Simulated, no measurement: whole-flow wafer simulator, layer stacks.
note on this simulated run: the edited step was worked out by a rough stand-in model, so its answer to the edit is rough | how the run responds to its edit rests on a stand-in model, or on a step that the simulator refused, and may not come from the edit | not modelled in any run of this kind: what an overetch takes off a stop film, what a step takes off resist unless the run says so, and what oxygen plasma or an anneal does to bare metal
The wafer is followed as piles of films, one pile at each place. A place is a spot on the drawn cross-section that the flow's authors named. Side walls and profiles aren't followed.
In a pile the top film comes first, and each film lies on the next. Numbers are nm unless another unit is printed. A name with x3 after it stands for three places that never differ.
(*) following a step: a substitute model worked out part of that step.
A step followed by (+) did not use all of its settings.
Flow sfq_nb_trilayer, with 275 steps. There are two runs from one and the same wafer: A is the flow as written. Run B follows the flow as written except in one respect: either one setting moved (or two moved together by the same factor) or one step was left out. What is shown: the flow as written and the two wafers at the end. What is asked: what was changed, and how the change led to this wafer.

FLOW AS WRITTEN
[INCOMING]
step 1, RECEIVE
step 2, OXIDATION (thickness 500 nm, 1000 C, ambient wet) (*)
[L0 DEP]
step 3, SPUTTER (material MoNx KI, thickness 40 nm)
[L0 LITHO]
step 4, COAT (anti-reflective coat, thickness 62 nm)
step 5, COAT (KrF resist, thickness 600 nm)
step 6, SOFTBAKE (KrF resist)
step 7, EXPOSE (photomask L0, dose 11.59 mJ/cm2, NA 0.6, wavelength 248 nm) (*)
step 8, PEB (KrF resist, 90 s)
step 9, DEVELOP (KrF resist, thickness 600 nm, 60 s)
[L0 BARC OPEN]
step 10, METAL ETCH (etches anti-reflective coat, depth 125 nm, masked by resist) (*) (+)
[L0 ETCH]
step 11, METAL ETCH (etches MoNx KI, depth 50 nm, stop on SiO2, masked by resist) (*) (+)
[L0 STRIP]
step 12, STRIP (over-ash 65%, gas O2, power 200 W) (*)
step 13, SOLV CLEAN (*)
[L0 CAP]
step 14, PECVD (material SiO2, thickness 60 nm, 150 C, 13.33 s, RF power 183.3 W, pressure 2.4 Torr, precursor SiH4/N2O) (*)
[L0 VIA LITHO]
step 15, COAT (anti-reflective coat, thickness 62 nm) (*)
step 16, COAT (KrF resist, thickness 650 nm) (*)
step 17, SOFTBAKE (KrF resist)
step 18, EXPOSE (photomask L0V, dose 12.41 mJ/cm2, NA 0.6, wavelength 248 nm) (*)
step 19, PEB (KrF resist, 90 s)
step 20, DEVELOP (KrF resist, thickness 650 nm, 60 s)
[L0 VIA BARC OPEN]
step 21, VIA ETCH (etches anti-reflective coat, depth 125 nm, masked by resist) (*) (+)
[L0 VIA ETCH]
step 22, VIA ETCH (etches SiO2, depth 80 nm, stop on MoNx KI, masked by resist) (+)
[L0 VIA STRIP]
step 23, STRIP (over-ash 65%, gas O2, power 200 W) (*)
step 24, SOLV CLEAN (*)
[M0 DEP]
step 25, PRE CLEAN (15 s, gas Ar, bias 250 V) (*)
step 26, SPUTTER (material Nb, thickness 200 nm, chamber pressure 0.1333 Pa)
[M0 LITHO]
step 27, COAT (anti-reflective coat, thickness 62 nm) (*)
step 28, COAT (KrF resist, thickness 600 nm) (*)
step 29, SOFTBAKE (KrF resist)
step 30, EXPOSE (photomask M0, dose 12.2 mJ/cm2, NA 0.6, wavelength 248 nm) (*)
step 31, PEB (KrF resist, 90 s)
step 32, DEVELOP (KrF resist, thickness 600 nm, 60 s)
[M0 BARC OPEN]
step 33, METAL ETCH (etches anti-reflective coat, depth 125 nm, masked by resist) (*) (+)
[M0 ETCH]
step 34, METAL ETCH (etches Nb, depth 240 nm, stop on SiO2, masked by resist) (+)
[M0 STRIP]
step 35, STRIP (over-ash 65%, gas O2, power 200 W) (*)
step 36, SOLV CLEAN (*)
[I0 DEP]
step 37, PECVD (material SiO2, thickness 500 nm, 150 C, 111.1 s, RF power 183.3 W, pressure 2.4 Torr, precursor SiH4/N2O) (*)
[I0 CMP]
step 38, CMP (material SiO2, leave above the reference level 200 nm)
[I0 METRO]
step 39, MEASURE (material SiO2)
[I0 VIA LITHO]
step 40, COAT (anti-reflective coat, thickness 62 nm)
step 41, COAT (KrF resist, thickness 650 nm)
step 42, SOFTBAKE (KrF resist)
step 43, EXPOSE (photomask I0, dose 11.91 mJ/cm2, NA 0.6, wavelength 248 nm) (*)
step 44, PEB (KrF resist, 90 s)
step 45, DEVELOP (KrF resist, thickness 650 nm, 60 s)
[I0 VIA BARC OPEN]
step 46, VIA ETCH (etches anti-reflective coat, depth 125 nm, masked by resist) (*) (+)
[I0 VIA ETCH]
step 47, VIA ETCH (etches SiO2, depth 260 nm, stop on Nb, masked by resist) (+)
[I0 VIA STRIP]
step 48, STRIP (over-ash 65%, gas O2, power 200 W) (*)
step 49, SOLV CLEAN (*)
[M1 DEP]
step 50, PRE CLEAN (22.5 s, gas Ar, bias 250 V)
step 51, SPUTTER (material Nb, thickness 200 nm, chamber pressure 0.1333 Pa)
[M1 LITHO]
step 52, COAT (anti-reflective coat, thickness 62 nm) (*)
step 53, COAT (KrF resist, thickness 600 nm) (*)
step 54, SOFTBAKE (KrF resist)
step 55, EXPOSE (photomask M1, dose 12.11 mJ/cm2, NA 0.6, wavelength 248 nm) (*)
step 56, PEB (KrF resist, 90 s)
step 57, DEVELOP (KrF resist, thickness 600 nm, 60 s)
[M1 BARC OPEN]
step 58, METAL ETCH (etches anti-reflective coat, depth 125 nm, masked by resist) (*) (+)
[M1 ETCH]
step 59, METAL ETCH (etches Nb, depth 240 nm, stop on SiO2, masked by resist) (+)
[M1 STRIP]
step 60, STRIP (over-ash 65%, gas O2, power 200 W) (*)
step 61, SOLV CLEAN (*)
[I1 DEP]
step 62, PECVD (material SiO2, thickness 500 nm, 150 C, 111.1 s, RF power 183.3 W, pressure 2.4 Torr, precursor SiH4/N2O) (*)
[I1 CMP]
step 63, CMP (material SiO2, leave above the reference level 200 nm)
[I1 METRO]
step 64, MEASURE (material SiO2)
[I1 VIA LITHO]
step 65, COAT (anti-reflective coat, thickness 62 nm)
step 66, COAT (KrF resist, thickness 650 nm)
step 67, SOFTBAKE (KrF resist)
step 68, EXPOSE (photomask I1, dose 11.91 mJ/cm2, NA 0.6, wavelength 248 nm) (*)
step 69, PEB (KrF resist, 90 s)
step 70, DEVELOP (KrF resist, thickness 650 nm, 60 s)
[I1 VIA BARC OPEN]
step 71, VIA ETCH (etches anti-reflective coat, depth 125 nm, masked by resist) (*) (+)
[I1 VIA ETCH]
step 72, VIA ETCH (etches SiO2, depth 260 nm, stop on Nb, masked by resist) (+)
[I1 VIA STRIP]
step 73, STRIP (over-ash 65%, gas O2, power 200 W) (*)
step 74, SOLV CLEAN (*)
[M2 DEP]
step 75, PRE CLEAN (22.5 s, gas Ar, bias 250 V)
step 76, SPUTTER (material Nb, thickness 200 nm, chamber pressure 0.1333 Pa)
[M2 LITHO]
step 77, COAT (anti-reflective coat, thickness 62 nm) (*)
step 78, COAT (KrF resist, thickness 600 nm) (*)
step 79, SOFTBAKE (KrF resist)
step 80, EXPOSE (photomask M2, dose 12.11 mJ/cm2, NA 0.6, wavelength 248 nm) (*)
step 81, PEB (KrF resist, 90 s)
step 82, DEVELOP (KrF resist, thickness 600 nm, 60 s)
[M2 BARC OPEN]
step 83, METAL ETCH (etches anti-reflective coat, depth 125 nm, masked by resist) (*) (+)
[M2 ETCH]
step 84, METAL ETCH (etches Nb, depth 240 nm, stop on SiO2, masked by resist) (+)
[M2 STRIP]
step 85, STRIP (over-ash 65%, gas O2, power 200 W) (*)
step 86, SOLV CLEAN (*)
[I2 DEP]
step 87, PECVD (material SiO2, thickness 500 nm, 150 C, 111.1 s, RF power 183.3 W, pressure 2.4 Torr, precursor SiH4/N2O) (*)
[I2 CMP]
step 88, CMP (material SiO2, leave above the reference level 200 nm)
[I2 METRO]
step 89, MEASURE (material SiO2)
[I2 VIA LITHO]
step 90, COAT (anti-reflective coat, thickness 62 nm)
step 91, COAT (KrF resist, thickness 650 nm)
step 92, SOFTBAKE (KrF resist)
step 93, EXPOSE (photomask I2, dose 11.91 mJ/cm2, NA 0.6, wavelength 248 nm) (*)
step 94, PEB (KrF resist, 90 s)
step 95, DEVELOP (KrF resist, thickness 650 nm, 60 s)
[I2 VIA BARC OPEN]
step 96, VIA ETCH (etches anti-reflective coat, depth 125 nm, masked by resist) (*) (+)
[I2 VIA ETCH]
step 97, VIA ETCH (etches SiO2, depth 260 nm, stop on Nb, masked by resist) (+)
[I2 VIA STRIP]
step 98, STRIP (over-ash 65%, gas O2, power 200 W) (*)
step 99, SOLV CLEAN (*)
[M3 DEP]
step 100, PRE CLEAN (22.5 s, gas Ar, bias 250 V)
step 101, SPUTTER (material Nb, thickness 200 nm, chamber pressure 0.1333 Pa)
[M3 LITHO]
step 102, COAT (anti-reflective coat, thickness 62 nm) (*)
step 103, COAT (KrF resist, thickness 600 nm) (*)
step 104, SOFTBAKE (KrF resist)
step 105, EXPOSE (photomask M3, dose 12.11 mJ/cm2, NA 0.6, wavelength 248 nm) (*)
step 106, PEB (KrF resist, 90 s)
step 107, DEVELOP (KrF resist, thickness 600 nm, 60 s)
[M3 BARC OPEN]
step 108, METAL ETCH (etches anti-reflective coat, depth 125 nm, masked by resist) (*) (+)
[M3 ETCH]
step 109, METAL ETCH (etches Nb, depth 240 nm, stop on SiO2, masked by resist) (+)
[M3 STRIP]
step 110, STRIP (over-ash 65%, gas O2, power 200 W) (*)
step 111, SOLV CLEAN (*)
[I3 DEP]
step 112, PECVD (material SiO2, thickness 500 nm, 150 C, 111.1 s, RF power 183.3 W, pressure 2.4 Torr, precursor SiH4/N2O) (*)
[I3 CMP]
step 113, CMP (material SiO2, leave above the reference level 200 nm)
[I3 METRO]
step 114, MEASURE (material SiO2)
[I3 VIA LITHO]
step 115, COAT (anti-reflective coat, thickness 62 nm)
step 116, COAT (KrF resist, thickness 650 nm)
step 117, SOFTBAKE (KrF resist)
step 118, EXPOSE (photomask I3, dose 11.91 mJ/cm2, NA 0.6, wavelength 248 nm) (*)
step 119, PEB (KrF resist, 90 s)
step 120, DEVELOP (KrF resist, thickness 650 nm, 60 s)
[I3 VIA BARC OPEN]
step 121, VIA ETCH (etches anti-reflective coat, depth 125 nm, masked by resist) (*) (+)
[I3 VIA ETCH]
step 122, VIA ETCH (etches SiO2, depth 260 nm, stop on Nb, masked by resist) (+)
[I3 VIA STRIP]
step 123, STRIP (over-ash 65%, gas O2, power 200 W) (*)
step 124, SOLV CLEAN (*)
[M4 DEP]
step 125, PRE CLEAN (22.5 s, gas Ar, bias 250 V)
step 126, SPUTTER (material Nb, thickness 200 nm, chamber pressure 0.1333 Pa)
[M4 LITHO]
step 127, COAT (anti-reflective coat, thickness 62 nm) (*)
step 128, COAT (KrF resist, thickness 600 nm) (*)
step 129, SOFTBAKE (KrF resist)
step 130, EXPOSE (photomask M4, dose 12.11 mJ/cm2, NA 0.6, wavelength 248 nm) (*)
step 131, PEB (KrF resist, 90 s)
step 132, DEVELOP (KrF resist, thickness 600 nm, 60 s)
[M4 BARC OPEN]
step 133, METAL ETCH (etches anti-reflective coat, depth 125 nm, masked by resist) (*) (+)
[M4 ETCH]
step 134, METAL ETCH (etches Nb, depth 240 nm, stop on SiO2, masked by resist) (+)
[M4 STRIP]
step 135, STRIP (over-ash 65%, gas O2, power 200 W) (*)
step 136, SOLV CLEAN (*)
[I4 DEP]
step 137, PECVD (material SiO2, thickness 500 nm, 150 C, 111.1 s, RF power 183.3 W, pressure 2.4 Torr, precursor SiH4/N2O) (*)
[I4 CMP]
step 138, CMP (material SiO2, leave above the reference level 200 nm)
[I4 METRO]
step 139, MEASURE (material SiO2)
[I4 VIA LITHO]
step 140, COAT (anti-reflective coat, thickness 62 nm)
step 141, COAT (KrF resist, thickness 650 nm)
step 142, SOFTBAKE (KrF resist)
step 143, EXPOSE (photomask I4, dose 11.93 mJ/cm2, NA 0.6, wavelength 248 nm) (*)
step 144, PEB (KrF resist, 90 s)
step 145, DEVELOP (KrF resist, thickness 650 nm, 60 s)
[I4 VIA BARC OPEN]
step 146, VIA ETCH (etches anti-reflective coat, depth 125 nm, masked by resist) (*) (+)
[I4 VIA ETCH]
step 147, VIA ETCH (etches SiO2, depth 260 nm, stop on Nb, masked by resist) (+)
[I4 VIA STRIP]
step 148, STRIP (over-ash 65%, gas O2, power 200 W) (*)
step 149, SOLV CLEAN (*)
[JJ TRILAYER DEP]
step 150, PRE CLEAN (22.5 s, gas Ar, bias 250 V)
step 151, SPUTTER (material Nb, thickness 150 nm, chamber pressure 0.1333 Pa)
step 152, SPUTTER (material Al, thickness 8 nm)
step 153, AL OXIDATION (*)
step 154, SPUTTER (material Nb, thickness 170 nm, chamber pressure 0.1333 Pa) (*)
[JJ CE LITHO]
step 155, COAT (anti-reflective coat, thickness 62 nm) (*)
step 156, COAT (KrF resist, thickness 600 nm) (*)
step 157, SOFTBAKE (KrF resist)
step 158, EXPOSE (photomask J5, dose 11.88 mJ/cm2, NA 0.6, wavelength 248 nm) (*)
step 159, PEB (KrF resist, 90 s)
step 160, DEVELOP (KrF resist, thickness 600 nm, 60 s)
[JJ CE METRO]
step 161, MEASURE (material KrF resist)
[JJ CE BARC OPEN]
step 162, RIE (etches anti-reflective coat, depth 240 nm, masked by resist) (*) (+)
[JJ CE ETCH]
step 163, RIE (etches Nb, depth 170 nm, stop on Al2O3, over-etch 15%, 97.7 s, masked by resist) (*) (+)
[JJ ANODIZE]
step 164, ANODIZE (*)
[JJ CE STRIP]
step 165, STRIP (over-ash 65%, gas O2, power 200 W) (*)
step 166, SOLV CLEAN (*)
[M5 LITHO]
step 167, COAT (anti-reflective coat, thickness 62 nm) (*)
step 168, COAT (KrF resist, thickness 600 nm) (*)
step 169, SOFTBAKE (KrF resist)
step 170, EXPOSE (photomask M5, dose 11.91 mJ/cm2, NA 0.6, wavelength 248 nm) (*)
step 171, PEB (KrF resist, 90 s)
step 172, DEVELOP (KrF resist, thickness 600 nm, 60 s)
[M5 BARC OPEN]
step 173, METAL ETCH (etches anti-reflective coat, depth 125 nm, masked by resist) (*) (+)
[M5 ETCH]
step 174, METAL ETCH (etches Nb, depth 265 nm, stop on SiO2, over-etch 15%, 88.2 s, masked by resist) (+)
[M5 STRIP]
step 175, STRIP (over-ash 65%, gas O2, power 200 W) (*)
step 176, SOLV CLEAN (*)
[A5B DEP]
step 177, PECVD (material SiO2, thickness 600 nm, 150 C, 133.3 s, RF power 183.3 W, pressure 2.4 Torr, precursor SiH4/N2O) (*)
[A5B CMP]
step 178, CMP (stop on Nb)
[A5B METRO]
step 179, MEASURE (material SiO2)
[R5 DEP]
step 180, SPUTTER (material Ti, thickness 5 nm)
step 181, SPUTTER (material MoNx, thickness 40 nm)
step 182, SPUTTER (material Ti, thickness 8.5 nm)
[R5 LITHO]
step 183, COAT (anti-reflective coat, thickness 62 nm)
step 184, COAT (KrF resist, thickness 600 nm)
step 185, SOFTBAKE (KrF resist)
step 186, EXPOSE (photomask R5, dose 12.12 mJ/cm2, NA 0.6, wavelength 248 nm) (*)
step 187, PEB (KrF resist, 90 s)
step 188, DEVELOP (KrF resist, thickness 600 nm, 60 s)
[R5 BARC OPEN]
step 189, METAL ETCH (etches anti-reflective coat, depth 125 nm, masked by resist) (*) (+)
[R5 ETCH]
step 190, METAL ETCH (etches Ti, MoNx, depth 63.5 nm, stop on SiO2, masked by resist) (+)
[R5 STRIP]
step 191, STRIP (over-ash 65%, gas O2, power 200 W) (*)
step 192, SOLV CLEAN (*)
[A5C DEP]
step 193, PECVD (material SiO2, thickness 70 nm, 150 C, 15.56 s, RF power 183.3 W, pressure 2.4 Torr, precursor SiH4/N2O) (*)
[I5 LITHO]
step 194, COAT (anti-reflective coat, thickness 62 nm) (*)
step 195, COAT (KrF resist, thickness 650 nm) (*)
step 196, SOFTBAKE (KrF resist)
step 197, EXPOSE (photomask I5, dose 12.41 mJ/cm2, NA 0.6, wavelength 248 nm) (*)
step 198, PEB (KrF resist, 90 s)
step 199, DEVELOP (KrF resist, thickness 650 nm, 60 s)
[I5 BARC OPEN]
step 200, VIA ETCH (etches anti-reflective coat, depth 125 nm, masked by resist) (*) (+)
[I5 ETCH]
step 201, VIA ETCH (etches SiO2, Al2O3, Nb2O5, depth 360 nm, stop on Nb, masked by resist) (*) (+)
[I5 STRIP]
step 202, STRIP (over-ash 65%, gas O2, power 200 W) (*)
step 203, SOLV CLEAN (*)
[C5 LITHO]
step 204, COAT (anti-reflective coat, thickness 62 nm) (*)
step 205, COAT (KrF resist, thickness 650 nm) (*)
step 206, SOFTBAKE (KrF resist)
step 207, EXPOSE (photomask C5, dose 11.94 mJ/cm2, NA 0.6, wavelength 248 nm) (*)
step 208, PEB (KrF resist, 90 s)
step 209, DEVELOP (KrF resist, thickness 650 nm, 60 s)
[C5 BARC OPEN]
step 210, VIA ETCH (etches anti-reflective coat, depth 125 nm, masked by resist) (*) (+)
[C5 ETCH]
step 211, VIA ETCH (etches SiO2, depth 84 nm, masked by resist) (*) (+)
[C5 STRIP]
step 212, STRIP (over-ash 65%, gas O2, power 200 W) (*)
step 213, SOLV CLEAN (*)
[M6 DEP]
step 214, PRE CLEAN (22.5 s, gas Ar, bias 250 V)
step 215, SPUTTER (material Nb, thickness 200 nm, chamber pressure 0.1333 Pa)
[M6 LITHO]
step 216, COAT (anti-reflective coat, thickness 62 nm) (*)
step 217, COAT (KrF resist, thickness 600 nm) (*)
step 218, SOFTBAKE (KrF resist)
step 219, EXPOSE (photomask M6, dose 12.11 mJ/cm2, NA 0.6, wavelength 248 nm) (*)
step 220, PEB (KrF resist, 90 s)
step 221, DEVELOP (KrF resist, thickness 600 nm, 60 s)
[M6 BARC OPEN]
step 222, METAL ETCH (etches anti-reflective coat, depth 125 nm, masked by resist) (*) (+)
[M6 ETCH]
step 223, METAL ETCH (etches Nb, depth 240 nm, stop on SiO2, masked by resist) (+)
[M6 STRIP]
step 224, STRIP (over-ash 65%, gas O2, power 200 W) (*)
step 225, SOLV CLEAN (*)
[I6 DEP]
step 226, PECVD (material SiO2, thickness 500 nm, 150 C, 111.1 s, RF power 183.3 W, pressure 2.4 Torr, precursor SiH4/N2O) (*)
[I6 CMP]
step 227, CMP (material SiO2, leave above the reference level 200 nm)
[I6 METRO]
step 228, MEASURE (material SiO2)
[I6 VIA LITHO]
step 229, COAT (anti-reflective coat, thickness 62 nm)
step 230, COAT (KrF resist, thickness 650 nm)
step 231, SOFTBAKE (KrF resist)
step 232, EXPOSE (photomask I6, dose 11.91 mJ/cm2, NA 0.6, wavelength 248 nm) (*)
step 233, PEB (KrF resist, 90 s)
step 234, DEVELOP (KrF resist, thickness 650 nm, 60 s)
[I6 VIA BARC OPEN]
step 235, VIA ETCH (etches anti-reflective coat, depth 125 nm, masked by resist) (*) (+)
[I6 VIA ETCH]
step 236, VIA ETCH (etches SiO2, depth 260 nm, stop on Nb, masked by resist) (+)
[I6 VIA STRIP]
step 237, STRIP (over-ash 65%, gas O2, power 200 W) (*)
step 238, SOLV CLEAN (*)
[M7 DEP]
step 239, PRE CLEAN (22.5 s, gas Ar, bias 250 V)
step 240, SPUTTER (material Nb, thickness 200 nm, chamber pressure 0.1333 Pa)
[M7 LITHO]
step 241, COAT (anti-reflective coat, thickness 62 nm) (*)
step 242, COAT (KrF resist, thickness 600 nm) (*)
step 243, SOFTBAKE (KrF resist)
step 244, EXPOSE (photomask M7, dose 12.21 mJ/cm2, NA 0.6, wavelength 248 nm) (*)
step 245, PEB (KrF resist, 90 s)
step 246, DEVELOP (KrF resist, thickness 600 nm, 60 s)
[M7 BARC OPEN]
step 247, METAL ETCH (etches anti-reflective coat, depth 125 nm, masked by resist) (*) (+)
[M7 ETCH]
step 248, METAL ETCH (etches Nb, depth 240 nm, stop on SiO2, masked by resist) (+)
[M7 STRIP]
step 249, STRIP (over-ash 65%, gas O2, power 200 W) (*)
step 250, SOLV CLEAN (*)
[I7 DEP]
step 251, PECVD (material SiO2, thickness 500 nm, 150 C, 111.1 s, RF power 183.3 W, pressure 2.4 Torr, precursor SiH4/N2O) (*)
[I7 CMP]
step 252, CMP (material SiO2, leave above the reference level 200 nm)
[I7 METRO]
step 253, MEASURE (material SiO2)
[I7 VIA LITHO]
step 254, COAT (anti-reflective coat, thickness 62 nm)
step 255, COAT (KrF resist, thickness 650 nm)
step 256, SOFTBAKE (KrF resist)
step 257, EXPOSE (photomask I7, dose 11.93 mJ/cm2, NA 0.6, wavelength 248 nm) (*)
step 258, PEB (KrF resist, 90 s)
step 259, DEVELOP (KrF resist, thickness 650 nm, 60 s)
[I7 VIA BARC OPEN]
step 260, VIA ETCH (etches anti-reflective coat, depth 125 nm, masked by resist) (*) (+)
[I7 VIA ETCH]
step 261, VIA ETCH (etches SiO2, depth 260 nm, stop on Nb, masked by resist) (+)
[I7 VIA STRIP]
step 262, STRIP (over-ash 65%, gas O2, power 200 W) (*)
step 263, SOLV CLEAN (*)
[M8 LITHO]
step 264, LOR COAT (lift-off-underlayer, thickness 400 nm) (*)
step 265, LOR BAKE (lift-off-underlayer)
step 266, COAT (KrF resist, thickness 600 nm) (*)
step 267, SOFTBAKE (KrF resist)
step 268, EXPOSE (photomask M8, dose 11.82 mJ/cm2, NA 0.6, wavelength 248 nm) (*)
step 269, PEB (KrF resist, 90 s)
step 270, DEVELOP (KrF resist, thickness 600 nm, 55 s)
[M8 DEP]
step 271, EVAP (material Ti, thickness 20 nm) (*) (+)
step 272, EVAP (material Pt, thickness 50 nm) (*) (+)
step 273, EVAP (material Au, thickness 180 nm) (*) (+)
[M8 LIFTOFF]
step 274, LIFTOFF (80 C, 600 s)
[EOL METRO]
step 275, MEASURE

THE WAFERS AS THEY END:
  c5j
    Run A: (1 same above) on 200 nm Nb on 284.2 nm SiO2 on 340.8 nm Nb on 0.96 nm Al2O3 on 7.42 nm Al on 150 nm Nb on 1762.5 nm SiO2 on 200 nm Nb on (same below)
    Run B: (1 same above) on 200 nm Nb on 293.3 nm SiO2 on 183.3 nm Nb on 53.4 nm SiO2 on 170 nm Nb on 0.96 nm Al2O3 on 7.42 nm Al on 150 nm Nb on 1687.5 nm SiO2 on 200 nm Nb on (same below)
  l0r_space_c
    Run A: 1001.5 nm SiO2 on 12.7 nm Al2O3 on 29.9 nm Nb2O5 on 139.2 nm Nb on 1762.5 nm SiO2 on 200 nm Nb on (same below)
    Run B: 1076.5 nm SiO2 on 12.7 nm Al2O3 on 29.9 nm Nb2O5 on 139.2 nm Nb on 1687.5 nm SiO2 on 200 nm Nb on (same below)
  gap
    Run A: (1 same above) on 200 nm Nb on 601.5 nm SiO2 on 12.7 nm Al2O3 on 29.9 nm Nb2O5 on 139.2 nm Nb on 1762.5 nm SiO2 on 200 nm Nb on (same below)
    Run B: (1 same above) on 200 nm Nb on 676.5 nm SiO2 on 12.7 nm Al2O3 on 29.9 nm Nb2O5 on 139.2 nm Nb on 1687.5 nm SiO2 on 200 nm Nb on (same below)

What caused this: step 137, PECVD: thickness 325 nm was run, whereas the flow has thickness 500 nm; step 137, PECVD: 72.22 s was run, where the flow has 111.1 s.

The path from the change to this, step by step:
  step 137, PECVD (material SiO2, thickness 500 nm, 150 C, 111.1 s, RF power 183.3 W, pressure 2.4 Torr, precursor SiH4/N2O) (*)
      field_l, be, be_sur and 55 more: A +500 SiO2 | B +325 SiO2
      v_sur, via_wl, via_w and 35 more: A +500 SiO2 (new film) | B +325 SiO2 (new film)
      (also at 10 further places)
  step 138, CMP (material SiO2, leave above the reference level 200 nm)
      field_l, be, be_sur and 55 more: A -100 SiO2 | B nothing
      p3_s0, p3_s1, p3_s2, p3_s3, p3_s4, p3_s5: A -157.1 SiO2 | B nothing
      (also at 42 further places)
  step 140, COAT (anti-reflective coat, thickness 62 nm)
      m0r_line_l, m0r_line_r, m6r_line_l, m6r_line_r, m7r_line_l, m7r_line_r: A +62 anti-reflective coat (new film) | B +63.6 anti-reflective coat (new film)
      ln_m5, p3_l1, p3_l2, p3_l3, p3_l4: A +62 anti-reflective coat (new film) | B +50.7 anti-reflective coat (new film)
      (also at 77 further places)
  step 141, COAT (KrF resist, thickness 650 nm)
      m0r_line_l, m6r_line_l, m7r_line_l: A +650 KrF resist (new film) | B +664.7 KrF resist (new film)
      m0r_line_r, m6r_line_r, m7r_line_r: A +650 KrF resist (new film) | B +664.6 KrF resist (new film)
      (also at 37 further places)
  step 145, DEVELOP (KrF resist, thickness 650 nm, 60 s)
      via_wl: A -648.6 KrF resist (all of it) | B -617.9 KrF resist (all of it)
      via_w: A -648.6 KrF resist (all of it) | B -621.5 KrF resist (all of it)
      (also at 1 further place)
  step 146, VIA ETCH (etches anti-reflective coat, depth 125 nm, masked by resist) (*) (+)
      field_l, v_sur, via_sp and 100 more: A -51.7 KrF resist | B -46.8 KrF resist
      via_wl, via_wr: A -62 anti-reflective coat (all of it), -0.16 SiO2 | B -56.2 anti-reflective coat (all of it), -0.14 SiO2
      (also at 1 further place)
  step 148, STRIP (over-ash 65%, gas O2, power 200 W) (*)
      m0r_line_l, m0r_line_r, m6r_line_l, m6r_line_r, m7r_line_l, m7r_line_r: A -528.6 KrF resist (all of it), -62 anti-reflective coat (all of it) | B -548.1 KrF resist (all of it), -63.6 anti-reflective coat (all of it)
      m0r_space_l, m6r_space_l, m7r_space_l: A -528.6 KrF resist (all of it), -62 anti-reflective coat (all of it) | B -541.9 KrF resist (all of it), -72.8 anti-reflective coat (all of it)
      (also at 79 further places)
  step 151, SPUTTER (material Nb, thickness 150 nm, chamber pressure 0.1333 Pa)
      be, lsp_l: A +150 Nb (new film) | B +144.4 Nb (new film)
      via_v: A +150 Nb (new film) | B +127.7 Nb (new film)
  step 152, SPUTTER (material Al, thickness 8 nm)
      via_v: A +8 Al (new film) | B +6.63 Al (new film)
  step 154, SPUTTER (material Nb, thickness 170 nm, chamber pressure 0.1333 Pa) (*)
      be, lsp_l: A +170 Nb (new film) | B +163.1 Nb (new film)
      via_v: A +170 Nb (new film) | B +140.1 Nb (new film)
  step 155, COAT (anti-reflective coat, thickness 62 nm) (*)
      m0r_line_l, m0r_line_r, m6r_line_l, m6r_line_r, m7r_line_l, m7r_line_r: A +62 anti-reflective coat (new film) | B +63.6 anti-reflective coat (new film)
      m0r_space_l, m0r_space_r, m6r_space_l, m6r_space_r, m7r_space_l, m7r_space_r: A +62 anti-reflective coat (new film) | B +70.9 anti-reflective coat (new film)
      (also at 72 further places)
  step 156, COAT (KrF resist, thickness 600 nm) (*)
      m0r_line_l, m0r_line_r, m6r_line_l, m6r_line_r, m7r_line_l, m7r_line_r: A +600 KrF resist (new film) | B +613.1 KrF resist (new film)
      ln_m5, lsp_m: A +599.2 KrF resist (new film) | B +565.9 KrF resist (new film)
      (also at 48 further places)
  step 160, DEVELOP (KrF resist, thickness 600 nm, 60 s)
      m0r_line_l, m0r_line_r, m6r_line_l, m6r_line_r, m7r_line_l, m7r_line_r: A -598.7 KrF resist (all of it) | B -611.8 KrF resist (all of it)
      wl_e_m5, m5r_linepad_l, m5r_linepad_r: A -598.7 KrF resist (all of it) | B -582.9 KrF resist (all of it)
      (also at 47 further places)
  step 162, RIE (etches anti-reflective coat, depth 240 nm, masked by resist) (*) (+)
      m0r_line_l, m0r_line_r, m6r_line_l, m6r_line_r, m7r_line_l, m7r_line_r: A -62 anti-reflective coat (all of it) | B -63.6 anti-reflective coat (all of it)
      m0r_space_l, m0r_space_r, m6r_space_l, m6r_space_r, m7r_space_l, m7r_space_r: A -62 anti-reflective coat (all of it) | B -70.9 anti-reflective coat (all of it)
      (also at 71 further places)
  step 163, RIE (etches Nb, depth 170 nm, stop on Al2O3, over-etch 15%, 97.7 s, masked by resist) (*) (+)
      via_v: A -170 Nb (all of it), -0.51 Al2O3 | B -140.1 Nb (all of it), -0.96 Al2O3 (all of it)
      be, lsp_l: A -170 Nb (all of it), -0.51 Al2O3 | B -163.1 Nb (all of it), -0.65 Al2O3
  step 164, ANODIZE (*)
      via_v: A +12.2 Al2O3, +29.9 Nb2O5 (new film), -7.42 Al (all of it), -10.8 Nb | B +9.98 Al2O3 (new film), +34.8 Nb2O5 (new film), -6.05 Al (all of it), -12.5 Nb
      lsp_r, l0_sur, l0v: A +12.2 Al2O3, +29.9 Nb2O5 (new film), -7.42 Al (all of it), -10.8 Nb | B +11.9 Al2O3, +30.6 Nb2O5 (new film), -7.23 Al (all of it), -11 Nb
      (also at 2 further places)
  ... 46 other steps ...
  step 274, LIFTOFF (80 C, 600 s)
      be: A -180 Au (all of it), -50 Pt (all of it), -20 Ti (all of it), -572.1 KrF resist (all of it), -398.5 lift-off-underlayer (all of it) | B -180 Au (all of it), -50 Pt (all of it), -20 Ti (all of it), -600.7 KrF resist (all of it), -700.6 lift-off-underlayer (all of it)
      be_sur: A -180 Au (all of it), -50 Pt (all of it), -20 Ti (all of it), -572.6 KrF resist (all of it), -398.9 lift-off-underlayer (all of it) | B -180 Au (all of it), -50 Pt (all of it), -20 Ti (all of it), -582.6 KrF resist (all of it), -376.9 lift-off-underlayer (all of it)
If metal films that touch count as one body, c5j has 5 bodies (between them, from the top down: SiO2 293.3; SiO2 53.4; Al2O3 0.96; SiO2 1687.5); the flow as written gives 4 bodies (between them, from the top down: SiO2 284.2; Al2O3 0.96; SiO2 1762.5).
